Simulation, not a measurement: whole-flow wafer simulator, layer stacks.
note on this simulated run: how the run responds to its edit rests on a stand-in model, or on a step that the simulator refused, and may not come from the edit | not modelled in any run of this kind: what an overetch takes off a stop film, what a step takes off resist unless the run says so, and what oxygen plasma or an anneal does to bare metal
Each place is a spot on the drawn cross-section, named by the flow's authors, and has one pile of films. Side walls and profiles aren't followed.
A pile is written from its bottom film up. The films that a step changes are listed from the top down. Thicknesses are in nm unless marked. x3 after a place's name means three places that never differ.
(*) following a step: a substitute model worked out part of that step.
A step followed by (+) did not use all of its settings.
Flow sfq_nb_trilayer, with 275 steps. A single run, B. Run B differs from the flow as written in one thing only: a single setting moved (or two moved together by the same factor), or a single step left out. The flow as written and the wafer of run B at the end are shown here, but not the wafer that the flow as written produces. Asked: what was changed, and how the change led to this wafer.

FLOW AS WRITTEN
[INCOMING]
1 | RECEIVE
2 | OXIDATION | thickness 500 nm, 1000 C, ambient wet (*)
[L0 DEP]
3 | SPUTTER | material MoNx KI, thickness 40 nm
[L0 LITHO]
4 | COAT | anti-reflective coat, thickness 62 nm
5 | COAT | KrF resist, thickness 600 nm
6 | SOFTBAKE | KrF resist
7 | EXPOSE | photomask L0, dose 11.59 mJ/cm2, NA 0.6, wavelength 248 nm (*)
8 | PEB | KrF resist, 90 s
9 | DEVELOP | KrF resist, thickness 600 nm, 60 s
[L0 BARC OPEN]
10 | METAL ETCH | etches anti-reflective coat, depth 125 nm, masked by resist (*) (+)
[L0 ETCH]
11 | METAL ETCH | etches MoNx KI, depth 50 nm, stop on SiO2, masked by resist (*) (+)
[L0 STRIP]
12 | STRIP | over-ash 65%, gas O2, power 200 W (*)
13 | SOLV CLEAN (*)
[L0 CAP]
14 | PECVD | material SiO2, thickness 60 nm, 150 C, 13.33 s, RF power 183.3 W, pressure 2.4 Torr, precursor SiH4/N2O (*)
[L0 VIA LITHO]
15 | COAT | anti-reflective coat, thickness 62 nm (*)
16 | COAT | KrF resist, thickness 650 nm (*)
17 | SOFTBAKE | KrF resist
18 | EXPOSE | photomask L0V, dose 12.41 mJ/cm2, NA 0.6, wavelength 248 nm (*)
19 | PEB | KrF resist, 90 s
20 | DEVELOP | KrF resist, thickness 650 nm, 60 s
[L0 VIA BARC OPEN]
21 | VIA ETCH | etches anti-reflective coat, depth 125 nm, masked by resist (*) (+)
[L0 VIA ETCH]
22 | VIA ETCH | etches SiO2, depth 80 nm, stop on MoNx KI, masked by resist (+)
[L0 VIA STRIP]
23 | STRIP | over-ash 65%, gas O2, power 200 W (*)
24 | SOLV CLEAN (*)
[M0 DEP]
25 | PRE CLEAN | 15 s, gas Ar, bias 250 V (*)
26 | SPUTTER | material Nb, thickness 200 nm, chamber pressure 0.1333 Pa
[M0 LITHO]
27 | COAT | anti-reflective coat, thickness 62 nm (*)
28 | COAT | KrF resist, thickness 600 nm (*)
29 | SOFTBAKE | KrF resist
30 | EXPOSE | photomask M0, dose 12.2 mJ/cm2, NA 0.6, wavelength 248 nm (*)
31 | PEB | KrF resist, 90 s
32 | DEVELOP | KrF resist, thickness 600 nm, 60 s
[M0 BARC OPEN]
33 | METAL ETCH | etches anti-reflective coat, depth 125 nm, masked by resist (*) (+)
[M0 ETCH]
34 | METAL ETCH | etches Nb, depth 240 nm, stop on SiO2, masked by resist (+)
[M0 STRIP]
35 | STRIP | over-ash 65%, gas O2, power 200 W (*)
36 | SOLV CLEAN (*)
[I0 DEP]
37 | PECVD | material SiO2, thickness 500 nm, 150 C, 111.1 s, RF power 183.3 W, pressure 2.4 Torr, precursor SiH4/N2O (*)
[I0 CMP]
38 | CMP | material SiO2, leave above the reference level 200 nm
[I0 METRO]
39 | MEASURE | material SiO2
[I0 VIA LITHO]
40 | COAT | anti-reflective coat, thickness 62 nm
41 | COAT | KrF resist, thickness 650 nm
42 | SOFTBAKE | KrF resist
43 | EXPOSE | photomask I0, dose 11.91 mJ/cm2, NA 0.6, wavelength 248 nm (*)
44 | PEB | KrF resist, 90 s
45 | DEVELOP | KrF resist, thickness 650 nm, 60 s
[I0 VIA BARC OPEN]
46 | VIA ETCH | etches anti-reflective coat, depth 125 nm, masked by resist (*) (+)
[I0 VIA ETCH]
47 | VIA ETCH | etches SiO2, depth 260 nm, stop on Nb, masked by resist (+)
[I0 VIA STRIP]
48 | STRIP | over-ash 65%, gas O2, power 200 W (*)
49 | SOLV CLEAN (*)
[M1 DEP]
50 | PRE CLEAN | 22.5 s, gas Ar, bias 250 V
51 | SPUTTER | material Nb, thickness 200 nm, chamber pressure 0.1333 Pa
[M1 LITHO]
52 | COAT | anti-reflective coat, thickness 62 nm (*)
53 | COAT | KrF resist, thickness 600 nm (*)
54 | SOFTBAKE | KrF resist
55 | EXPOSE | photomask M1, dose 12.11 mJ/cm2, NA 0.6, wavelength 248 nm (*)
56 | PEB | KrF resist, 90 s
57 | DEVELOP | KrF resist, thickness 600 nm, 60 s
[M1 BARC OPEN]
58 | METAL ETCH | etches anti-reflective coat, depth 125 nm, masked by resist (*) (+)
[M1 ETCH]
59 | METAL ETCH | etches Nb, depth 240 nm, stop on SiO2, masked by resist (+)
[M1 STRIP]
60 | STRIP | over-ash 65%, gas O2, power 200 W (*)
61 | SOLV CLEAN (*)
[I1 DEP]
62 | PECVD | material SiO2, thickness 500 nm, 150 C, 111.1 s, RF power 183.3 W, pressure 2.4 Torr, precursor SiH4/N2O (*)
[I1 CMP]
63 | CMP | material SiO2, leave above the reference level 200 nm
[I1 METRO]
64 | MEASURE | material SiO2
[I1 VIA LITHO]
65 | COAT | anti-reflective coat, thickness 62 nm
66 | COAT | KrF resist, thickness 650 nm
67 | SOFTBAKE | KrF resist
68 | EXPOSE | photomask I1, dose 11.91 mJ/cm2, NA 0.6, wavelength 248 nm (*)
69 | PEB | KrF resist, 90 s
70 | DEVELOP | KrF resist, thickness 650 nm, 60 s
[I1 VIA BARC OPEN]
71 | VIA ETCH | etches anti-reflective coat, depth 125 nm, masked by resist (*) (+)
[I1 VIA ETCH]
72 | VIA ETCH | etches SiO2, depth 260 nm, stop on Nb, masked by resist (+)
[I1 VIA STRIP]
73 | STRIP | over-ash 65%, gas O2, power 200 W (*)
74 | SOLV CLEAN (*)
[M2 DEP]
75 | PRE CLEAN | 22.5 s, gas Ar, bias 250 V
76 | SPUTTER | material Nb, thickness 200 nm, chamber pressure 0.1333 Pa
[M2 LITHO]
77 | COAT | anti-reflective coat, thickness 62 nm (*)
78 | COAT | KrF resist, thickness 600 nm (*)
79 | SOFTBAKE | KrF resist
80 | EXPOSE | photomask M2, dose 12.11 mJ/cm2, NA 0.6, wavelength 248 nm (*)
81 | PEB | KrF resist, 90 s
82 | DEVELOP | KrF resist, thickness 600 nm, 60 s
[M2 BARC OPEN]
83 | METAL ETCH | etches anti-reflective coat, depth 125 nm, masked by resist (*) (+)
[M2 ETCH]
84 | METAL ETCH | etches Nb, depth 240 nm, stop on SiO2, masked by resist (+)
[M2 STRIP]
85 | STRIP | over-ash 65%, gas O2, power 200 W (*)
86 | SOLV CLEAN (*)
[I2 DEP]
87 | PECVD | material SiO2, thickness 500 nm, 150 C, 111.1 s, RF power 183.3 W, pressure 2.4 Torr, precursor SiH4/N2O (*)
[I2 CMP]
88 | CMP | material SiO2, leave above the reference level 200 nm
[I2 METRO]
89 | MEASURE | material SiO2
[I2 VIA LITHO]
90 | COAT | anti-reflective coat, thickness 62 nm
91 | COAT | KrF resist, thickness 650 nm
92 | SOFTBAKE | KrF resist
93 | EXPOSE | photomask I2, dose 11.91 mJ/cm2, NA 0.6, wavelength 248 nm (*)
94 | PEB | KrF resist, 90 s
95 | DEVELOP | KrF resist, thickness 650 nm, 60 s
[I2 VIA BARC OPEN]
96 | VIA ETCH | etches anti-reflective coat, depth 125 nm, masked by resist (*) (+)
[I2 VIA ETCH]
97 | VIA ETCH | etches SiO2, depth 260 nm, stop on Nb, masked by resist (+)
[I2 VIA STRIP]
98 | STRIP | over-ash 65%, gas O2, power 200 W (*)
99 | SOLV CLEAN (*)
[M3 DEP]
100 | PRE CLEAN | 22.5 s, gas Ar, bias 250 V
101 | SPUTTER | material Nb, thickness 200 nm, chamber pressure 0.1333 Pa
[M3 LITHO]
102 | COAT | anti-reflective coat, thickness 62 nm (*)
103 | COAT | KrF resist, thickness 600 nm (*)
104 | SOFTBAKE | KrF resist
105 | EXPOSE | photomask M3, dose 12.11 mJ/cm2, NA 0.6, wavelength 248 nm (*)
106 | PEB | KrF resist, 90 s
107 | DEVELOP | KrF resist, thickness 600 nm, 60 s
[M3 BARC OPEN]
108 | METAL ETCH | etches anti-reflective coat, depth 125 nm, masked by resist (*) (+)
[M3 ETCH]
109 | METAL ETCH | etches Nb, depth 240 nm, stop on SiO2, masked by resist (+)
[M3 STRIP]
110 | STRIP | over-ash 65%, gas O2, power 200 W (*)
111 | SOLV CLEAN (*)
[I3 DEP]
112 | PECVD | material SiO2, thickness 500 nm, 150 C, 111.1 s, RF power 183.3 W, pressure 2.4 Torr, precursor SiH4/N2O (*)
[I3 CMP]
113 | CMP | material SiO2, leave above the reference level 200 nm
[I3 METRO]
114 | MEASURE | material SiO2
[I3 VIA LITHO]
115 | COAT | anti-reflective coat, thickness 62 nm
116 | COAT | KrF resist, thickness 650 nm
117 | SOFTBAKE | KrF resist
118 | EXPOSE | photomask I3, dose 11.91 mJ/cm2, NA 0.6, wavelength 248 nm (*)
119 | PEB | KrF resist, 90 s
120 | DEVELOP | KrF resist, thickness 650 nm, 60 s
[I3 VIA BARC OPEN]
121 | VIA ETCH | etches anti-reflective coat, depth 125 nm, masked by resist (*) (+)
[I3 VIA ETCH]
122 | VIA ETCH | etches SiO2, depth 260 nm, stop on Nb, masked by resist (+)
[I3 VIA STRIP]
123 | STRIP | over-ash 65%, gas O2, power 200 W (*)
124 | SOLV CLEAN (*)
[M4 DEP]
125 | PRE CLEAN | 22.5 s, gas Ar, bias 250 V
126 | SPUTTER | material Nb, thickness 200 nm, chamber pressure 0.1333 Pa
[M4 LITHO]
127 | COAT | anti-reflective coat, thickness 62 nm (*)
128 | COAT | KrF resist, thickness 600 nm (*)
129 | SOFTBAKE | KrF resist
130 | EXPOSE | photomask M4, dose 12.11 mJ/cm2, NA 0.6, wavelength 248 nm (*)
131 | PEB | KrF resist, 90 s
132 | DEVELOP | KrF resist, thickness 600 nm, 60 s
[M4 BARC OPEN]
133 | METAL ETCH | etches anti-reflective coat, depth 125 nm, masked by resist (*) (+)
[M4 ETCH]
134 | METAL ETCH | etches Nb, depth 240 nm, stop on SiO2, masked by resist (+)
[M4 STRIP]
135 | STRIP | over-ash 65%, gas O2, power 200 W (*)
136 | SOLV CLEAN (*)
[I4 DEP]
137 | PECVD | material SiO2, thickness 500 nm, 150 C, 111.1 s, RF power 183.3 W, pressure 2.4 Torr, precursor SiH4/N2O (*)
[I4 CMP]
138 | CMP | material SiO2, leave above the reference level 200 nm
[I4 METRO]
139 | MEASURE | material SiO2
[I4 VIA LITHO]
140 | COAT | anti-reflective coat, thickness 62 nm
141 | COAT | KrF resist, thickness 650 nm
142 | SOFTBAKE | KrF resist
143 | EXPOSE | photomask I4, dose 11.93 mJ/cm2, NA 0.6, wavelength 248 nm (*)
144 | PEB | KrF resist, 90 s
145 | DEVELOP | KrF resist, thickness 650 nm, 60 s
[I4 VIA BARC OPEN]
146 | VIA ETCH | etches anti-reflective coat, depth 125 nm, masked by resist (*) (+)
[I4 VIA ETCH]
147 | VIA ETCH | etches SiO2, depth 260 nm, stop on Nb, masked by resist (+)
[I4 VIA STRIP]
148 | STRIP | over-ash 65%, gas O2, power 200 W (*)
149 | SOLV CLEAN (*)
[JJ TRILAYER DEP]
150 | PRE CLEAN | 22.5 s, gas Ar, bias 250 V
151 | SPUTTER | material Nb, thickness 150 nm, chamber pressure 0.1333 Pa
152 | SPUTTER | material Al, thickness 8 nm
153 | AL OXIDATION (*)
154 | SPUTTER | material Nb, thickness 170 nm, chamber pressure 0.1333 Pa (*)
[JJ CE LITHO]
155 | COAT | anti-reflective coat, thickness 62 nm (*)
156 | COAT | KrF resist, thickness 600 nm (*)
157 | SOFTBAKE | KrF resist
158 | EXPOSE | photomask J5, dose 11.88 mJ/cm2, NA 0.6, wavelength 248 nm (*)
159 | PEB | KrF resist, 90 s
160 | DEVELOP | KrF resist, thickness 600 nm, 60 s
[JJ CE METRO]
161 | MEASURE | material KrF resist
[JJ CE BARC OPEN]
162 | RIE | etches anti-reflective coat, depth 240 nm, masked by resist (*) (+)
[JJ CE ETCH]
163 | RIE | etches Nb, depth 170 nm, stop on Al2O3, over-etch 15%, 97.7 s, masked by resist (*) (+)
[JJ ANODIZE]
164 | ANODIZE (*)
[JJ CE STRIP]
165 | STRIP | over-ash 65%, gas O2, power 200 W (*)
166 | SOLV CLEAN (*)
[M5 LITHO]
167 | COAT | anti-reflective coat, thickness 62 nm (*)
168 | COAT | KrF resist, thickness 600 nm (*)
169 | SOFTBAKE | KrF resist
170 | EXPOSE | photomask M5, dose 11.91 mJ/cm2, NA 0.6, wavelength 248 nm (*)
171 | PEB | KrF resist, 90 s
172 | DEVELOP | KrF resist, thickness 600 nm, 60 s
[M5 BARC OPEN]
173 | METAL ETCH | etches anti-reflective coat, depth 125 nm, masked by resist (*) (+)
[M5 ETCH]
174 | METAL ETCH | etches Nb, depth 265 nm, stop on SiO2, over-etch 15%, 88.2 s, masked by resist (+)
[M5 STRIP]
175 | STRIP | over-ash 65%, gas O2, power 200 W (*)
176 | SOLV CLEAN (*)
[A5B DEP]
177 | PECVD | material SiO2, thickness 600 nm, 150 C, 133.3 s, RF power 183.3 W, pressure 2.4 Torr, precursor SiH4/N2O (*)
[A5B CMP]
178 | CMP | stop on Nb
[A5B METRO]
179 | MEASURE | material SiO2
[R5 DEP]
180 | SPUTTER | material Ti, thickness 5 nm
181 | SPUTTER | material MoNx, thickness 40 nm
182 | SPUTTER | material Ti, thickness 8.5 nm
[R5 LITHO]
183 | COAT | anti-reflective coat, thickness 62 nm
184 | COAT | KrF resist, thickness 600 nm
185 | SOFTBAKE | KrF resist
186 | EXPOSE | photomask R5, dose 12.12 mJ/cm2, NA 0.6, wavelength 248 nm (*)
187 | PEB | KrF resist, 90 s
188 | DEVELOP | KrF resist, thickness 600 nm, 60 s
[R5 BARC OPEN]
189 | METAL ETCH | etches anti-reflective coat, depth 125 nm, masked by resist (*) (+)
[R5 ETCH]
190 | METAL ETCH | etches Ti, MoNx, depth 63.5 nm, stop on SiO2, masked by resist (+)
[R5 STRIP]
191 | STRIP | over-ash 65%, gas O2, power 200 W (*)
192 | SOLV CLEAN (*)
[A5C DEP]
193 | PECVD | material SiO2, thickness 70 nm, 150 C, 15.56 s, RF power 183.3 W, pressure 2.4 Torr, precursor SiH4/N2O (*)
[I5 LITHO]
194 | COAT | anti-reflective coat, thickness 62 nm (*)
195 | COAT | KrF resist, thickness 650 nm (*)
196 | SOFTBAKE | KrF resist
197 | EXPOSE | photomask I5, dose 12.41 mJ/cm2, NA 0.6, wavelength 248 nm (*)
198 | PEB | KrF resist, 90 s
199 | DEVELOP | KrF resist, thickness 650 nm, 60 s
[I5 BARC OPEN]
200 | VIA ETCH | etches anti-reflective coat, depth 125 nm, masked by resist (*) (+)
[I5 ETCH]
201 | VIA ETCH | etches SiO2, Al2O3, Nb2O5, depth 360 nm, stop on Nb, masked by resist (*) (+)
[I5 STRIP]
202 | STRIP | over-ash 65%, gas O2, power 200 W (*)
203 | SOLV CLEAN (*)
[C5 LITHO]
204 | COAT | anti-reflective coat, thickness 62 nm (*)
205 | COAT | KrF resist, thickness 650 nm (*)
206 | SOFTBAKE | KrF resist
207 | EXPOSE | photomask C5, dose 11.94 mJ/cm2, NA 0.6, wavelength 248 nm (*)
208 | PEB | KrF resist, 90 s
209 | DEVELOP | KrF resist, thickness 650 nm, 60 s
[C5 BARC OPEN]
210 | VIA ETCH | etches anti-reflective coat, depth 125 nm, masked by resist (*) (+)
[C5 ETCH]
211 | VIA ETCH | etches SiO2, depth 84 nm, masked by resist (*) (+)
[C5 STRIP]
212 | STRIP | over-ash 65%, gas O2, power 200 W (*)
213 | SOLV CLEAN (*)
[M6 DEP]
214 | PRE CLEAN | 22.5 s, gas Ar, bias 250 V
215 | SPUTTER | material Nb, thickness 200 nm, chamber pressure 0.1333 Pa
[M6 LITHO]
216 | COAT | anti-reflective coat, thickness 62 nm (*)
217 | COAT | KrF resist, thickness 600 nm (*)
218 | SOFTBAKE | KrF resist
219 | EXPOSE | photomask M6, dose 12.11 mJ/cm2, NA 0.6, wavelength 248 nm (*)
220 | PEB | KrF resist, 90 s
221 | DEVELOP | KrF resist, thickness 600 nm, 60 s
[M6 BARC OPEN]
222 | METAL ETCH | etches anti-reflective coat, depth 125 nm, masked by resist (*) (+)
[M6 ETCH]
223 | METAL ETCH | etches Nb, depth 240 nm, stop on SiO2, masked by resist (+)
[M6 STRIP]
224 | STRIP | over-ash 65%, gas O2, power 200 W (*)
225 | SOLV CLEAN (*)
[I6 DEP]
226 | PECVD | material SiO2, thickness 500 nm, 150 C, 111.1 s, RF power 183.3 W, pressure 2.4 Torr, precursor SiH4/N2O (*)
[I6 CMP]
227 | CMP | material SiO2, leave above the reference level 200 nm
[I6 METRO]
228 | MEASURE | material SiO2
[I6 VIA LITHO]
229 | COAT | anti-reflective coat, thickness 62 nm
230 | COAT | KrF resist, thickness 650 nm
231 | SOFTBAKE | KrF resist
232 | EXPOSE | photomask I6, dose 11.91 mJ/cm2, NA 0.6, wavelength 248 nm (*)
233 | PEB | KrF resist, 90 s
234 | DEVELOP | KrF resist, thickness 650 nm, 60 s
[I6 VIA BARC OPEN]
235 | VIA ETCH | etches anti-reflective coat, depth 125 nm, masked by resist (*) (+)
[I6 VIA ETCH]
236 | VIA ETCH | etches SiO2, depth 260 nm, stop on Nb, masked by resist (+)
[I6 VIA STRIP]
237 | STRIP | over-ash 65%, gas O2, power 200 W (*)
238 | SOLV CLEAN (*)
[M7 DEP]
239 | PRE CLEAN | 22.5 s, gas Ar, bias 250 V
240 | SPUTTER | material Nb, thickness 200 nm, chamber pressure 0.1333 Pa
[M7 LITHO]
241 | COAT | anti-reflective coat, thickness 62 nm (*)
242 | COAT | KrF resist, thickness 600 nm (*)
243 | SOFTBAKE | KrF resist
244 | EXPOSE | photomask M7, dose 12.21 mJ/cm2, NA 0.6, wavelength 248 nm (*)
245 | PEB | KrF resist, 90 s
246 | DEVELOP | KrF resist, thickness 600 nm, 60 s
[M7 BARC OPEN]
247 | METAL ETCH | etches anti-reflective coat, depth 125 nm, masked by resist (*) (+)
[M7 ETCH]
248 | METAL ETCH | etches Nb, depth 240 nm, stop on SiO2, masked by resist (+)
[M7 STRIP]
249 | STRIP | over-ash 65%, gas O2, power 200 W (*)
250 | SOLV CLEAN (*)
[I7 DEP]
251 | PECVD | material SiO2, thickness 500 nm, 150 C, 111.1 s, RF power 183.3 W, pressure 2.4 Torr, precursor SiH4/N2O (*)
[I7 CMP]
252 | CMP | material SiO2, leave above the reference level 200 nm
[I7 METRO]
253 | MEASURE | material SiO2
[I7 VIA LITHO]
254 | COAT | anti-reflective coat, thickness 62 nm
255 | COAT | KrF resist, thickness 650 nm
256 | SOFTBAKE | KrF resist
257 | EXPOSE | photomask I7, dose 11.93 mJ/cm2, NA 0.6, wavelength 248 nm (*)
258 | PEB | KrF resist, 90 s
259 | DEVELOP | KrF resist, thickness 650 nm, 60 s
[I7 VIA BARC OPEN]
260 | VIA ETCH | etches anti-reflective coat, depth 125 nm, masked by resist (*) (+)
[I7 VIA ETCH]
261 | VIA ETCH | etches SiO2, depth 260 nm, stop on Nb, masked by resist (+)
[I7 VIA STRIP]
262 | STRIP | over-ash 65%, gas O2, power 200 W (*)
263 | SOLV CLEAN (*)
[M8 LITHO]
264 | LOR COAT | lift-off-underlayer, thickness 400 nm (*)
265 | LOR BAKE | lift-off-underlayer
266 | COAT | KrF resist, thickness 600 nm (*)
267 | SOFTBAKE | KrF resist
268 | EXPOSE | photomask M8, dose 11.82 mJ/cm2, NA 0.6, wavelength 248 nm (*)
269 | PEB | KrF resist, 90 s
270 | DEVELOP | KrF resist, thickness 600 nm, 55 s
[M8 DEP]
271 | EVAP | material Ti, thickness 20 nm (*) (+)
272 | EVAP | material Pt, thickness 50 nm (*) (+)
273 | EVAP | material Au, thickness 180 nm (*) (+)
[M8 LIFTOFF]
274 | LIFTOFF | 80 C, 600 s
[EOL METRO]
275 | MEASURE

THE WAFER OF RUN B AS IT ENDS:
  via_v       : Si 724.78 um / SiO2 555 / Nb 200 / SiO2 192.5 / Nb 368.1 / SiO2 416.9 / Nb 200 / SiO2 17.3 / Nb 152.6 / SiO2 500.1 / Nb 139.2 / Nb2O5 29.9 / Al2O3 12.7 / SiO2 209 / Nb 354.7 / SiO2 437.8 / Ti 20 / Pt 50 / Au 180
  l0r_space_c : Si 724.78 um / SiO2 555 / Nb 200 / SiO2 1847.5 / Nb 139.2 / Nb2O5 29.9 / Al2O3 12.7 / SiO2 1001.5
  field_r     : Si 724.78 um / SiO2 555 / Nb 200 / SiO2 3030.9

The reason: step 113, CMP: leave above the reference level 285 nm was run, while the flow as written has leave above the reference level 200 nm.

How this came from the change, step by step:
  113 | CMP | material SiO2, leave above the reference level 200 nm
      field_l, be, be_sur and 64 more: -15 SiO2 (in the flow as written it would be: -100 SiO2)
      v_sur, via_wl, via_wr and 27 more: -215 SiO2 (in the flow as written it would be: -300 SiO2)
      (also at 9 further places)
  122 | VIA ETCH | etches SiO2, depth 260 nm, stop on Nb, masked by resist (+)
      via_v: -260 SiO2 (in the flow as written it would be: -199.8 SiO2 (all of it))
  125 | PRE CLEAN | 22.5 s, gas Ar, bias 250 V
      via_v: -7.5 SiO2 (in the flow as written it would be: -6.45 Nb)
  126 | SPUTTER | material Nb, thickness 200 nm, chamber pressure 0.1333 Pa
      via_v: +152.6 Nb (new film) (in the flow as written it would be: +165.5 Nb)
  127 | COAT | anti-reflective coat, thickness 62 nm (*)
      via_sp: +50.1 anti-reflective coat (new film) (in the flow as written it would be: +53 anti-reflective coat (new film))
      via_v: +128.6 anti-reflective coat (new film) (in the flow as written it would be: +124.8 anti-reflective coat (new film))
      (also at 1 further place)
  128 | COAT | KrF resist, thickness 600 nm (*)
      via_v: +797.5 KrF resist (new film) (in the flow as written it would be: +739.8 KrF resist (new film))
  135 | STRIP | over-ash 65%, gas O2, power 200 W (*)
      via_sp: -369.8 KrF resist (all of it), -50.1 anti-reflective coat (all of it) (in the flow as written it would be: -373.9 KrF resist (all of it), -53 anti-reflective coat (all of it))
      via_v: -579.3 KrF resist (all of it), -128.6 anti-reflective coat (all of it) (in the flow as written it would be: -521.8 KrF resist (all of it), -124.8 anti-reflective coat (all of it))
      (also at 1 further place)
  137 | PECVD | material SiO2, thickness 500 nm, 150 C, 111.1 s, RF power 183.3 W, pressure 2.4 Torr, precursor SiH4/N2O (*)
      via_v: +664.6 SiO2 (new film) (in the flow as written it would be: +615 SiO2 (new film))
  138 | CMP | material SiO2, leave above the reference level 200 nm
      via_v: -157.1 SiO2 (in the flow as written it would be: -181.6 SiO2)
If metal films that touch count as one body, via_v has 7 bodies (between them, from the top down: SiO2 437.8; SiO2 209 / Al2O3 12.7 / Nb2O5 29.9; SiO2 500.1; SiO2 17.3; SiO2 416.9; SiO2 192.5); the flow as written gives 6 bodies (between them, from the top down: SiO2 437.8; SiO2 209 / Al2O3 12.7 / Nb2O5 29.9; SiO2 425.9; SiO2 416.9; SiO2 192.5).
